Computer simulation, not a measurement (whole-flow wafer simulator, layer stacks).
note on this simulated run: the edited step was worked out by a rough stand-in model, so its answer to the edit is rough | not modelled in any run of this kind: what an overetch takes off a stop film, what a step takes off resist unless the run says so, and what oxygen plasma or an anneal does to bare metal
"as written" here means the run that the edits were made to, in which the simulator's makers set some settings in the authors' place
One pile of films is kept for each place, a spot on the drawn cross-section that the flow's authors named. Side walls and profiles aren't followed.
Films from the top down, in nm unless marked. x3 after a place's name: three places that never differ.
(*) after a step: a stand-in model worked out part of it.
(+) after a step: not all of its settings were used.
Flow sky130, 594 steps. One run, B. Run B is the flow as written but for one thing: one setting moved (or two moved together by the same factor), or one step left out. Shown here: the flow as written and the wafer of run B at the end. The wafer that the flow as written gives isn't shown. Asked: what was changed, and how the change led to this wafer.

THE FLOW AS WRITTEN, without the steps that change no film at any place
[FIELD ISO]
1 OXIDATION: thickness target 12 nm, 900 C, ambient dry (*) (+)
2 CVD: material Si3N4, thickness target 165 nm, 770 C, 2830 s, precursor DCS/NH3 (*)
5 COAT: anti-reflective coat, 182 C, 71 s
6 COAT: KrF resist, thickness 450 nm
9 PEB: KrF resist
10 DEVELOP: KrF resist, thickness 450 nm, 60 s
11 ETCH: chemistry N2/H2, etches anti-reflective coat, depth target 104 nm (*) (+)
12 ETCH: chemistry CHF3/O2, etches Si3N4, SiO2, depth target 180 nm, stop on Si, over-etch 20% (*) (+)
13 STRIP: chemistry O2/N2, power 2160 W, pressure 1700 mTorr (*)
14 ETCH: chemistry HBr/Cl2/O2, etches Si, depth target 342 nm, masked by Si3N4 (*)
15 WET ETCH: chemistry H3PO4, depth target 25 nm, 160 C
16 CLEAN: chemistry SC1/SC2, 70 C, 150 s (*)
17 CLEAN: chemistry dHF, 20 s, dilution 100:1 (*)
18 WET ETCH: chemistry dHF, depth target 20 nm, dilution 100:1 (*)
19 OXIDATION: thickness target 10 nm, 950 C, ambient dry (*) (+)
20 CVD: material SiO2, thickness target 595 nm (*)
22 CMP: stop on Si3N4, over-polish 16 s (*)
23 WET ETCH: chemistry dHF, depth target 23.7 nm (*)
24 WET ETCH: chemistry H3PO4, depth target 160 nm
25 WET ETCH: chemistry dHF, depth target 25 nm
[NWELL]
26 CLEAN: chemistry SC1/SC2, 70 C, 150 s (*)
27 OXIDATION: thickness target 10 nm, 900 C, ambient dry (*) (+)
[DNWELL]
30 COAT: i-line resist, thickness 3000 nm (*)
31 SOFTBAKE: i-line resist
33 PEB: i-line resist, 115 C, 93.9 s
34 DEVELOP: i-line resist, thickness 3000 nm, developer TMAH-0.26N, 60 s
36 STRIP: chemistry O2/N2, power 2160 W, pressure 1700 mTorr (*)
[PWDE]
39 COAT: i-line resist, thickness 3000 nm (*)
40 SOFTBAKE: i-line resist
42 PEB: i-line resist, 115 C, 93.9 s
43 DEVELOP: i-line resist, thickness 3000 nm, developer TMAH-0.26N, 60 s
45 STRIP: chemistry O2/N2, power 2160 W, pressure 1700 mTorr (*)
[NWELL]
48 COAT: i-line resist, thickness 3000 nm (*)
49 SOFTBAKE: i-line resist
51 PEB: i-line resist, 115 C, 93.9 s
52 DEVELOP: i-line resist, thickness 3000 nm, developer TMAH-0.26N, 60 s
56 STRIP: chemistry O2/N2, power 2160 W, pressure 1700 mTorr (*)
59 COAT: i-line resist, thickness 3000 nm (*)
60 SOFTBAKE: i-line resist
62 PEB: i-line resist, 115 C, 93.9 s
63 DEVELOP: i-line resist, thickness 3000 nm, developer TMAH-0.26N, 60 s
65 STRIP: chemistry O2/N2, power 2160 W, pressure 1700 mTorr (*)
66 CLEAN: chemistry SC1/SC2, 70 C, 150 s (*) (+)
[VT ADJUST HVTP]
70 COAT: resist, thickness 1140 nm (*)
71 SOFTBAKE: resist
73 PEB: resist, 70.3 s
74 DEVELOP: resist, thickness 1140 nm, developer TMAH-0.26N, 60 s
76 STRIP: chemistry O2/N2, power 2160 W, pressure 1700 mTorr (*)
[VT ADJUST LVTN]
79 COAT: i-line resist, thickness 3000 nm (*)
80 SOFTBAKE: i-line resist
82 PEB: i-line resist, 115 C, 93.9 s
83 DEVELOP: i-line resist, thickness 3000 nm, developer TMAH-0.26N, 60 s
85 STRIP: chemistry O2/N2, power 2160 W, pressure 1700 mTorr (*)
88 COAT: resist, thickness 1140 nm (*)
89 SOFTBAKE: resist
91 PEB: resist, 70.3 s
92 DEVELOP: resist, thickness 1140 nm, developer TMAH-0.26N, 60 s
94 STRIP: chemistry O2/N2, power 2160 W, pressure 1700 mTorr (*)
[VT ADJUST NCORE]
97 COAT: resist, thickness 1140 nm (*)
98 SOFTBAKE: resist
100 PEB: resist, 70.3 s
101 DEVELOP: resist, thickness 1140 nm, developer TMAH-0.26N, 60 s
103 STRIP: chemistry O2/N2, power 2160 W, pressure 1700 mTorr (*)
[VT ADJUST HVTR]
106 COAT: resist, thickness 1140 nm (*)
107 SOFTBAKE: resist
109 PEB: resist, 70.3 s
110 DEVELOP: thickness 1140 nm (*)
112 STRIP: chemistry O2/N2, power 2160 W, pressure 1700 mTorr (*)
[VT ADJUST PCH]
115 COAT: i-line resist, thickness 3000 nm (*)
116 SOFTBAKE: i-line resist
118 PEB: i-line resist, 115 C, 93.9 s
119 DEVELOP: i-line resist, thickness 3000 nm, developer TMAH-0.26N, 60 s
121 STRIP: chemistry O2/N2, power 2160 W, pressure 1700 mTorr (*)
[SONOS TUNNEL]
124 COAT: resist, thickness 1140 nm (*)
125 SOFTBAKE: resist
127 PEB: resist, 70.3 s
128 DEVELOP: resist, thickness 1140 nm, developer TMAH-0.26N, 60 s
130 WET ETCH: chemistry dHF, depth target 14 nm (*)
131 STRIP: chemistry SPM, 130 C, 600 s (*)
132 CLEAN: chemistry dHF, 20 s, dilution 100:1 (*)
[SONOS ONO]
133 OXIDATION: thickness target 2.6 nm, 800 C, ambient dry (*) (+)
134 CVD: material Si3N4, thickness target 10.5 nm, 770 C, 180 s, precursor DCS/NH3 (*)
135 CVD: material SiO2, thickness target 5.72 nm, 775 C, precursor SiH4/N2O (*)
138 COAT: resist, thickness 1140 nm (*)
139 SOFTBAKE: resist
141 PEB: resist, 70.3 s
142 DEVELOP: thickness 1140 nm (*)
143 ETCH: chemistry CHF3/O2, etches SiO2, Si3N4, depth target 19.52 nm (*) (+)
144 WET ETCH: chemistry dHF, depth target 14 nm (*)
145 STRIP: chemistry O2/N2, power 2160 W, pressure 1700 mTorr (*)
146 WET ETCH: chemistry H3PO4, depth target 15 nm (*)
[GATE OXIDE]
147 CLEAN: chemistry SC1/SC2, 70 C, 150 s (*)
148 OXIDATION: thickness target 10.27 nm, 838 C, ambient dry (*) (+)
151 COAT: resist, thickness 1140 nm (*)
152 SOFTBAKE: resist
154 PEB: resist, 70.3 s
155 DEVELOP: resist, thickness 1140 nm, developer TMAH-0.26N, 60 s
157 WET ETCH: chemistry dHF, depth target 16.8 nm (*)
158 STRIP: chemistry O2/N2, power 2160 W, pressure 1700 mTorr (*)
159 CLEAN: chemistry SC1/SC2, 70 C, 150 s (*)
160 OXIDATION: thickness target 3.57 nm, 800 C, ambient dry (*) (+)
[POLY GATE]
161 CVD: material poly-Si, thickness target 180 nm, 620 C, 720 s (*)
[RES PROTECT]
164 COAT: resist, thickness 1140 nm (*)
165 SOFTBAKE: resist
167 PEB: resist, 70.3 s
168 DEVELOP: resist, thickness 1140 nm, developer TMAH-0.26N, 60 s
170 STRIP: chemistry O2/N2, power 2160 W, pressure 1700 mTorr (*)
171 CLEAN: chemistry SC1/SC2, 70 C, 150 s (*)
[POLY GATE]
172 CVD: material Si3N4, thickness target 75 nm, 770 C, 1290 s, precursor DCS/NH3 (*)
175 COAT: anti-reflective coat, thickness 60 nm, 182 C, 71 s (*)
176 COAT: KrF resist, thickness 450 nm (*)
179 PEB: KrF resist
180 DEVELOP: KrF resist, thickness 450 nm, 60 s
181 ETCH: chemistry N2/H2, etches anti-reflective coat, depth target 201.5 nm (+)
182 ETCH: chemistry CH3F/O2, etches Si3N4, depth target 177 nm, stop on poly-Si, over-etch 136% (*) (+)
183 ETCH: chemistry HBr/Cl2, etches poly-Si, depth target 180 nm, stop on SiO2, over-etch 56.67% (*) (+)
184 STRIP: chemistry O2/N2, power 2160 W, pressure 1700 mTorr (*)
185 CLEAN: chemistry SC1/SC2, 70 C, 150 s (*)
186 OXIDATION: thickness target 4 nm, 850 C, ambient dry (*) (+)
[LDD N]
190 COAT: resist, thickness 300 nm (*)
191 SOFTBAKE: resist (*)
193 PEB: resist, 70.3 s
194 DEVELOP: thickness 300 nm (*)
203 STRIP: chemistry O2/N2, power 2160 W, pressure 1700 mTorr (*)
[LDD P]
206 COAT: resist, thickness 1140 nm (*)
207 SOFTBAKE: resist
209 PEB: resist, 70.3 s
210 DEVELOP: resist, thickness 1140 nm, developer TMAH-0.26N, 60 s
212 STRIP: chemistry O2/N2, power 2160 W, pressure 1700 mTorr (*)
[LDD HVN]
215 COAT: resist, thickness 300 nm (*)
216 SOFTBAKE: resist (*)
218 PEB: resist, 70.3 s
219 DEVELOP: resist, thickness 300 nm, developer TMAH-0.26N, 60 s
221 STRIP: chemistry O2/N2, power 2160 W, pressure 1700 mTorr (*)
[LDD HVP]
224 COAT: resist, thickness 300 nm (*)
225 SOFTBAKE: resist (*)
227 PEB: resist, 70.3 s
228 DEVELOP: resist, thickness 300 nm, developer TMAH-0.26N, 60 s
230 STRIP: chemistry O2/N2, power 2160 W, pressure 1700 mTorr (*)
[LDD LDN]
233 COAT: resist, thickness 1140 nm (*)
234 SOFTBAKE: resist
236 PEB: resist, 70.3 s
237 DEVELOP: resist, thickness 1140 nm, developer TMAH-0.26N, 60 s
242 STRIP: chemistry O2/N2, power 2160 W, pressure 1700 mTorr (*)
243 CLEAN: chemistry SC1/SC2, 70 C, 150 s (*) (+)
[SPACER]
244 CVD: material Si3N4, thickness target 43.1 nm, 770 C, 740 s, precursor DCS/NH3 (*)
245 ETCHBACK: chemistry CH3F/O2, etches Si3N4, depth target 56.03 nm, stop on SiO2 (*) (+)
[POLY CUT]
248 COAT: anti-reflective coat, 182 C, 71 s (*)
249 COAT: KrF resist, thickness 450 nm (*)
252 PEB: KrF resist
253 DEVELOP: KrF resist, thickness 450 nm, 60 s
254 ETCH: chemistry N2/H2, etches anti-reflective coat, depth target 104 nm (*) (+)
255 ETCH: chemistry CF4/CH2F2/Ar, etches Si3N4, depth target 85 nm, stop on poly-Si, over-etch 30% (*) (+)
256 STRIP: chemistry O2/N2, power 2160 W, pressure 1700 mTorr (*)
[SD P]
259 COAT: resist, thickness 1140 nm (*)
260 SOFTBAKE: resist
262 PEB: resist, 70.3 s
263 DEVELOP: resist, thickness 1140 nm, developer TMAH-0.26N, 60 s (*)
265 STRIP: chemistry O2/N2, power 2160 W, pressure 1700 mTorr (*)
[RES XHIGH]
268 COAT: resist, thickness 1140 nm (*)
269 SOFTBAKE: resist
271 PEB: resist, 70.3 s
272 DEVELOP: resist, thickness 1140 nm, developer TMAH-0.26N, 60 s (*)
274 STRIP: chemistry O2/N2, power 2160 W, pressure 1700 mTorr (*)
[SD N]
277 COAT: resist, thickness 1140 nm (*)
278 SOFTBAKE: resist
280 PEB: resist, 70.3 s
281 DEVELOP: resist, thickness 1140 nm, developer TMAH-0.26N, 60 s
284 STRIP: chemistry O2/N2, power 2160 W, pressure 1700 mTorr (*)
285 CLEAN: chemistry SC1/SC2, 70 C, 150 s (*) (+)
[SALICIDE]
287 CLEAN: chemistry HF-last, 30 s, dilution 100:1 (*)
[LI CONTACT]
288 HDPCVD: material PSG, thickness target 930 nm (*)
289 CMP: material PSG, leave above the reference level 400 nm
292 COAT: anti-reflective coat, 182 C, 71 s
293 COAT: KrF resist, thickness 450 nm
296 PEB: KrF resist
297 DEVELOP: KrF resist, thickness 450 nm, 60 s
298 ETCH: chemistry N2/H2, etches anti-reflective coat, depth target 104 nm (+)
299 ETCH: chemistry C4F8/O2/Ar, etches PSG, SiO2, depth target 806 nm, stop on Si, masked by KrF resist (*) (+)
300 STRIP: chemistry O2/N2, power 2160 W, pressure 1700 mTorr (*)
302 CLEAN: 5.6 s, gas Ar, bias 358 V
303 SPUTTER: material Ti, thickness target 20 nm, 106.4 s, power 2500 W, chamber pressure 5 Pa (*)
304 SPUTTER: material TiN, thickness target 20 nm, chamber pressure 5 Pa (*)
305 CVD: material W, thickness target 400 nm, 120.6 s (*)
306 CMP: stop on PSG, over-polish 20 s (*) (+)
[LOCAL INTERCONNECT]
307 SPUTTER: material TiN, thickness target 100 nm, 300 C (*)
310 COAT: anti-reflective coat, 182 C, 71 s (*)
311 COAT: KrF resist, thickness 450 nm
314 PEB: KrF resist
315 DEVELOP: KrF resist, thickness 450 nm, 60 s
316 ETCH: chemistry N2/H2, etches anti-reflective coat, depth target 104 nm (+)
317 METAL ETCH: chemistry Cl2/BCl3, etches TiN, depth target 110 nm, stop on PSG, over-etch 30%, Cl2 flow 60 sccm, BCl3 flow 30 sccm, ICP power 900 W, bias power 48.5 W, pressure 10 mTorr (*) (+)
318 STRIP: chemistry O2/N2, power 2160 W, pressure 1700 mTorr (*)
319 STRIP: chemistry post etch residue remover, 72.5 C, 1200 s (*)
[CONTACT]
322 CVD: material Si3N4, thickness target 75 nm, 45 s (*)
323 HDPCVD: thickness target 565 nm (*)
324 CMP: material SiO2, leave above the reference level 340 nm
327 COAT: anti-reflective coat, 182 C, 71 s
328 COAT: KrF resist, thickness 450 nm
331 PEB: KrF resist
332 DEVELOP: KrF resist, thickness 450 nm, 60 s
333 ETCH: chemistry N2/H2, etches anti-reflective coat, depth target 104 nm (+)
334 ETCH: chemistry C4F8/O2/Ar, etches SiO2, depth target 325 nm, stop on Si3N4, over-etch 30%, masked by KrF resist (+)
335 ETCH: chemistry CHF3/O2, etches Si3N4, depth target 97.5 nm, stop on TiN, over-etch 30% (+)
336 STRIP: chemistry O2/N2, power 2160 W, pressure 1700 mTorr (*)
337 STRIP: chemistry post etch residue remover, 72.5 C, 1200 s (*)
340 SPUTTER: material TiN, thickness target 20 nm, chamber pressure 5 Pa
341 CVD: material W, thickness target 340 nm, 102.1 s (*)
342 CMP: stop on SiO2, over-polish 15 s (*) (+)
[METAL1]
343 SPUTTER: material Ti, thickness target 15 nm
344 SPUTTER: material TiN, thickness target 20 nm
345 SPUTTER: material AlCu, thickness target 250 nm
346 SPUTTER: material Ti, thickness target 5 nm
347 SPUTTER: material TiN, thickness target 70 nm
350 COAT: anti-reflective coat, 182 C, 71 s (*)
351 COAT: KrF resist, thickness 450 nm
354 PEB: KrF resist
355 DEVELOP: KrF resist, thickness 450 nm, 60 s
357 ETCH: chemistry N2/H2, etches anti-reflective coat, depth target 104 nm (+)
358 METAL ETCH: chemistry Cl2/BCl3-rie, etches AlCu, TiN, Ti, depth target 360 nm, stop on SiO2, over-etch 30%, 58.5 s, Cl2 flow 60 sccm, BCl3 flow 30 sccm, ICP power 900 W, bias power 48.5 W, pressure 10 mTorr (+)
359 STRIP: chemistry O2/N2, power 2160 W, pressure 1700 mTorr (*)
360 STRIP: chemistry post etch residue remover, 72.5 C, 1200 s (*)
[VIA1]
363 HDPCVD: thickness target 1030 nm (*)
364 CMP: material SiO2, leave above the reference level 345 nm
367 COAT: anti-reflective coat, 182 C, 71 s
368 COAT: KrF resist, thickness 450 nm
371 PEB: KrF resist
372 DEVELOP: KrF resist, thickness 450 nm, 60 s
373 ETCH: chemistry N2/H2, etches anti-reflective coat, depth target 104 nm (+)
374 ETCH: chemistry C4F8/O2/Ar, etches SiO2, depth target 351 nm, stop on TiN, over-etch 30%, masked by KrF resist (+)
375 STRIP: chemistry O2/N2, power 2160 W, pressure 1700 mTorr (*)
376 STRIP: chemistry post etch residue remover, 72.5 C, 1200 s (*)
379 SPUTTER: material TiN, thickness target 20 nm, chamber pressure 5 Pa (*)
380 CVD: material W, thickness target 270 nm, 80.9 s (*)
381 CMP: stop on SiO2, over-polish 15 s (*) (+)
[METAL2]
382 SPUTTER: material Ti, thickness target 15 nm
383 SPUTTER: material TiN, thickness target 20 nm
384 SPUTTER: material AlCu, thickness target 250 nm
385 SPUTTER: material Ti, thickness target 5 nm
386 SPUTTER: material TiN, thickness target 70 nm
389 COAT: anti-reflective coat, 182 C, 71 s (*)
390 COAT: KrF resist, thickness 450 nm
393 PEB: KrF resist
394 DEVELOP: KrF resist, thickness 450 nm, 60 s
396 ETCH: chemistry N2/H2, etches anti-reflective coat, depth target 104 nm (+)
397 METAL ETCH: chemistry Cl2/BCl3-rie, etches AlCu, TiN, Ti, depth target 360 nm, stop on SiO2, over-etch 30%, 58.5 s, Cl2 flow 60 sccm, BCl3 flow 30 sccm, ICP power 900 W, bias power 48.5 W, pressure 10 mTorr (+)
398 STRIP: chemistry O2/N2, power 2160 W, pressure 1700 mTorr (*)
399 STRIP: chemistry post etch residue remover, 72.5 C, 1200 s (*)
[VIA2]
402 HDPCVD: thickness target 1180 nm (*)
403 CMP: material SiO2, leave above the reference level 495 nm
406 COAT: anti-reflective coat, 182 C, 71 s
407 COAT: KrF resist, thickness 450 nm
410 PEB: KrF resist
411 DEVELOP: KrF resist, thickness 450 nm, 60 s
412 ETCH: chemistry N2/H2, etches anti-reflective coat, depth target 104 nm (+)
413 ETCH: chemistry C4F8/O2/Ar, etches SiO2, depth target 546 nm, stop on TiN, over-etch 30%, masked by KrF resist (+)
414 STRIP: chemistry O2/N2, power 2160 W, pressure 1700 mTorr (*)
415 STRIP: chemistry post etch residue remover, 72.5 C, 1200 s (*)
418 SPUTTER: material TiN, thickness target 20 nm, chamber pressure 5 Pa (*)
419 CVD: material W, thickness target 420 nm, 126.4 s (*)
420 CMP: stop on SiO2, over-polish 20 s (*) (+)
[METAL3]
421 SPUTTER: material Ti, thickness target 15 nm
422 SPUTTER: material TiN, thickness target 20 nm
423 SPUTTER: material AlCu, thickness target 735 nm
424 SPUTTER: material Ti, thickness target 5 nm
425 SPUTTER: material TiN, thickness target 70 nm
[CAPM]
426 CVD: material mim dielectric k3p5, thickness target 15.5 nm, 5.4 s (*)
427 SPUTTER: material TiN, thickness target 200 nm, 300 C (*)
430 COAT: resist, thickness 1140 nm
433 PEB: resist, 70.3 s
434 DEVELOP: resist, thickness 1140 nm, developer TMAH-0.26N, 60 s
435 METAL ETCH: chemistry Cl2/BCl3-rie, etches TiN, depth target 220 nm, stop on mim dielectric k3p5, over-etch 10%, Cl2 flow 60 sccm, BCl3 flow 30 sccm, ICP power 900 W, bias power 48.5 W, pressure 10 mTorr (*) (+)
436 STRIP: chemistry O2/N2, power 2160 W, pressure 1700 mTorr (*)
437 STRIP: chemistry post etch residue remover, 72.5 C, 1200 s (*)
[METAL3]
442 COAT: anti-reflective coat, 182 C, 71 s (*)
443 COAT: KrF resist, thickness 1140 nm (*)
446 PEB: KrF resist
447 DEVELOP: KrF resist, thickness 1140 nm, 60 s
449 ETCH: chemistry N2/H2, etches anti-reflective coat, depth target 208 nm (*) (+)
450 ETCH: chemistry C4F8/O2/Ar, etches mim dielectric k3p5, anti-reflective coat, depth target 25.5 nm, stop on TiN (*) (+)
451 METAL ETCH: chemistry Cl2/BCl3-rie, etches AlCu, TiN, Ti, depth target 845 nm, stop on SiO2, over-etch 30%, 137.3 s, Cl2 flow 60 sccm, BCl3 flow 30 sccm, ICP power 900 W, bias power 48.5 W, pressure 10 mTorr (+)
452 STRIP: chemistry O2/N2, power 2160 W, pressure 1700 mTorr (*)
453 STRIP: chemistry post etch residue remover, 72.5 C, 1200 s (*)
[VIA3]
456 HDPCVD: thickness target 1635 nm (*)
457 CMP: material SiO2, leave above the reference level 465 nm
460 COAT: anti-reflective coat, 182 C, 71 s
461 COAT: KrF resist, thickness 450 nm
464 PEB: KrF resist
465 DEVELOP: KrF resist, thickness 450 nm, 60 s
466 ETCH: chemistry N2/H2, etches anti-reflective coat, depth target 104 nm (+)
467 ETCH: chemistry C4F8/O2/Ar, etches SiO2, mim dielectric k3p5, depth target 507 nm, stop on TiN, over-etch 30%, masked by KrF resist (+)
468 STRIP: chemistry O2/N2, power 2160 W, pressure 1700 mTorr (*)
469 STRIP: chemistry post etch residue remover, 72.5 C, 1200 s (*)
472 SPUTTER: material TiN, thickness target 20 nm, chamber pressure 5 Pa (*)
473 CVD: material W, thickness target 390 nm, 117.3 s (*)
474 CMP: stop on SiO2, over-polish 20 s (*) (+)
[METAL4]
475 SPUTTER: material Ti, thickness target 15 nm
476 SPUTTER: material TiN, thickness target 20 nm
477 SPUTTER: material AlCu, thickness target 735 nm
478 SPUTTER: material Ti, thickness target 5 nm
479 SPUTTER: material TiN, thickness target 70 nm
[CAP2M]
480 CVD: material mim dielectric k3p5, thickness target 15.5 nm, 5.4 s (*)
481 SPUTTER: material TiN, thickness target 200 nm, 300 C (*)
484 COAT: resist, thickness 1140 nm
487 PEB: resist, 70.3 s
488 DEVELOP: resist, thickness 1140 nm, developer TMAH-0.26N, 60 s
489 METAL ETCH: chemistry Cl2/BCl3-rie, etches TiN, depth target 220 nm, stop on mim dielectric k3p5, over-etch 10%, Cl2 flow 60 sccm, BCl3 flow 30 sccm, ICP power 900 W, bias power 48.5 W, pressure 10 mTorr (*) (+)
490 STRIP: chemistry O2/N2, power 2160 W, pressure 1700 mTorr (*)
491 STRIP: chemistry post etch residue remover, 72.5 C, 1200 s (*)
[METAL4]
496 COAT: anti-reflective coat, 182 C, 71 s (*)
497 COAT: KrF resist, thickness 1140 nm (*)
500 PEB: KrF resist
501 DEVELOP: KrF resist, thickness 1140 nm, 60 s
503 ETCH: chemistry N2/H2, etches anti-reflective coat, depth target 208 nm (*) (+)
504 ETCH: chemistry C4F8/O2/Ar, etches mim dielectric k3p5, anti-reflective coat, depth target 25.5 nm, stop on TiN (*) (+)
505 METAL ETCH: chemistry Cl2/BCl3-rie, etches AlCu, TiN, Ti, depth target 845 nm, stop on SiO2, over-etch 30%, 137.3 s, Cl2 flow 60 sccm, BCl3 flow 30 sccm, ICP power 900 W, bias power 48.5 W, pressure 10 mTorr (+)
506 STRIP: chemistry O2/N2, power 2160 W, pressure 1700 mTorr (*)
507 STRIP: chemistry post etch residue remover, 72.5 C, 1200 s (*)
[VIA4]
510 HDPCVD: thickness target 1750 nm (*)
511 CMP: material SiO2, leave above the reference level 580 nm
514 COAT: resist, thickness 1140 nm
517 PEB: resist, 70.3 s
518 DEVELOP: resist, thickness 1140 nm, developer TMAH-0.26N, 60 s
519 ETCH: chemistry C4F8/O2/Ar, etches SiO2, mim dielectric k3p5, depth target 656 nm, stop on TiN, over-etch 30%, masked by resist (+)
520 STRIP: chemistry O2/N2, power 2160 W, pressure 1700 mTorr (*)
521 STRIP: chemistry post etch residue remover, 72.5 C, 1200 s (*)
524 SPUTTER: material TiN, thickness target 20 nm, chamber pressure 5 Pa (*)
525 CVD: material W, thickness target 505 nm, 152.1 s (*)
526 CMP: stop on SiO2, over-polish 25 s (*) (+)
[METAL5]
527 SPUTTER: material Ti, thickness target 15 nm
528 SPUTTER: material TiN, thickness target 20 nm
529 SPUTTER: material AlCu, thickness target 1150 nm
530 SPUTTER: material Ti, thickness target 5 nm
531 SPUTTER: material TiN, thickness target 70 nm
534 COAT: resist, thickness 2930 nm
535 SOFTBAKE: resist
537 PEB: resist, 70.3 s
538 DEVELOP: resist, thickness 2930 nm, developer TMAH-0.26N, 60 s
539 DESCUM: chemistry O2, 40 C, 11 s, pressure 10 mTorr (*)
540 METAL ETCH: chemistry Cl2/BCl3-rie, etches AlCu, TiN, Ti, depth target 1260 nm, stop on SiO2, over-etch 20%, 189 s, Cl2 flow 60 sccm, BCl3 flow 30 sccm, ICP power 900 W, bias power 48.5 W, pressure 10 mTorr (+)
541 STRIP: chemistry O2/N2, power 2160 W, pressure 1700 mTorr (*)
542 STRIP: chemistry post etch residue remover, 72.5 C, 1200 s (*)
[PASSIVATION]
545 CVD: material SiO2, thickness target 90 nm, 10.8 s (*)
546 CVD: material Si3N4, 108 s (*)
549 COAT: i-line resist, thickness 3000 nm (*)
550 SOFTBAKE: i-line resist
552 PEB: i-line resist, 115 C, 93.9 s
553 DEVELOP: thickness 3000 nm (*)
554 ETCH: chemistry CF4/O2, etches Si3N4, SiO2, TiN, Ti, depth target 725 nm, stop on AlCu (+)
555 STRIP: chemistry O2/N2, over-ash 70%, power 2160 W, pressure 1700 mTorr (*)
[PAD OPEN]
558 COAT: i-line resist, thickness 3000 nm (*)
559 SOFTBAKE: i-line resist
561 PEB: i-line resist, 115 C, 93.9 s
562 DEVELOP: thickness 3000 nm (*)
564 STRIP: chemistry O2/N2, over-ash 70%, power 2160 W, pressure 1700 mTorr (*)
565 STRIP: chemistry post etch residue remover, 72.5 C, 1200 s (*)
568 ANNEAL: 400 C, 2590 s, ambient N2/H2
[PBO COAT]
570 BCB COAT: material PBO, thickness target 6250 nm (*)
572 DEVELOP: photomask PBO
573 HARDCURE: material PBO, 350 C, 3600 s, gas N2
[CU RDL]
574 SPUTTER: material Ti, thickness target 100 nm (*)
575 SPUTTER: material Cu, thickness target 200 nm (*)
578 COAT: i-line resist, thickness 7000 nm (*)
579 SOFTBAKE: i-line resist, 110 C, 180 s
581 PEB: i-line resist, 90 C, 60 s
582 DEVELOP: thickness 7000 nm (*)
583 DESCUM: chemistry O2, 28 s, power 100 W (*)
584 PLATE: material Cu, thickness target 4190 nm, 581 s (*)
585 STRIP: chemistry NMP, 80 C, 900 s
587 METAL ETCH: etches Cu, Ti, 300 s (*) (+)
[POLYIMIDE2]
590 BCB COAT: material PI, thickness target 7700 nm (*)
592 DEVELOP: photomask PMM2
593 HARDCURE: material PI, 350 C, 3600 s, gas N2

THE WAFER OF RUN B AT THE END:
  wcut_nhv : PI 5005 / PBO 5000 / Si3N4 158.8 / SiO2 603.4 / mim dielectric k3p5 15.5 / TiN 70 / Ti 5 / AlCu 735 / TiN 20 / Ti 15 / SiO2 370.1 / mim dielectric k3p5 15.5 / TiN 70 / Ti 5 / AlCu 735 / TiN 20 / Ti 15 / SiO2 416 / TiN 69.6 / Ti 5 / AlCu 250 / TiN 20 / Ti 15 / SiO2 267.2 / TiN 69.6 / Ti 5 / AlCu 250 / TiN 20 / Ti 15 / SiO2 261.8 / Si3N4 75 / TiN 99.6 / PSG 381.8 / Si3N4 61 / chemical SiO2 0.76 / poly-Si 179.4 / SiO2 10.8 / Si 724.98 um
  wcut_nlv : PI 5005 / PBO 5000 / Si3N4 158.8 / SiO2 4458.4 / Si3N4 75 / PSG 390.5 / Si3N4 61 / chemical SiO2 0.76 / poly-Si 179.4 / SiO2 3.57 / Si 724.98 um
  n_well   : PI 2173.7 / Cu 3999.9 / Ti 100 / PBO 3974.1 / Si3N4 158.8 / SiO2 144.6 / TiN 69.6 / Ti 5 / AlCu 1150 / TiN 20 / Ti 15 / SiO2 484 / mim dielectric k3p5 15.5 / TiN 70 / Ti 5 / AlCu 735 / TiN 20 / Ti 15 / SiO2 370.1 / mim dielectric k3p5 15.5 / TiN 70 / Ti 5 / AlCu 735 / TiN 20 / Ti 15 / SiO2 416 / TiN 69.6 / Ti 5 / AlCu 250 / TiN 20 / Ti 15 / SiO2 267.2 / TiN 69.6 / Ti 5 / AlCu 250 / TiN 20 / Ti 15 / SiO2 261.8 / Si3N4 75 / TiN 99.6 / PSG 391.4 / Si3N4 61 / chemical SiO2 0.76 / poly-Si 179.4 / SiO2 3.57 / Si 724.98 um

The cause: step 545, CVD: thickness target 104 nm was run, where the flow has thickness target 90 nm; step 545, CVD: 12.5 s was run, where the flow has 10.8 s.

How the change led to this, step by step:
  545 CVD: material SiO2, thickness target 90 nm, 10.8 s (*)
      field, active, gate and 175 more: SiO2 +144.6 (as written it would be: SiO2 +125.2)
      n_well, p_well, sd_n and 12 more: SiO2 +144.6 (new film) (as written it would be: SiO2 +125.2 (new film))
  550 SOFTBAKE: i-line resist
      spacer: i-line resist -100 (as written it would be: i-line resist -97.5)
      pplus_nw: i-line resist -56.9 (as written it would be: i-line resist -55.7)
      (and at 17 more places)
  554 ETCH: chemistry CF4/O2, etches Si3N4, SiO2, TiN, Ti, depth target 725 nm, stop on AlCu (+)
      field, active, n_well and 189 more: i-line resist -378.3 (as written it would be: i-line resist -358.9)
      pad: Si3N4 -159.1 (all of it), SiO2 -144.6 (all of it), TiN -69.6 (all of it), Ti -5 (all of it) (as written it would be: Si3N4 -159.1 (all of it), SiO2 -125.2 (all of it), TiN -69.6 (all of it), Ti -5 (all of it))
  559 SOFTBAKE: i-line resist
      pplus_nw: i-line resist -56.9 (as written it would be: i-line resist -55.7)
      pwell_dnw: i-line resist -29 (as written it would be: i-line resist -28.2)
      (and at 18 more places)
  578 COAT: i-line resist, thickness 7000 nm (*)
      pad: i-line resist +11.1 um (new film) (as written it would be: i-line resist +11.08 um (new film))
  582 DEVELOP: thickness 7000 nm (*)
      pad: i-line resist -11.1 um (all of it) (as written it would be: i-line resist -11.08 um (all of it))
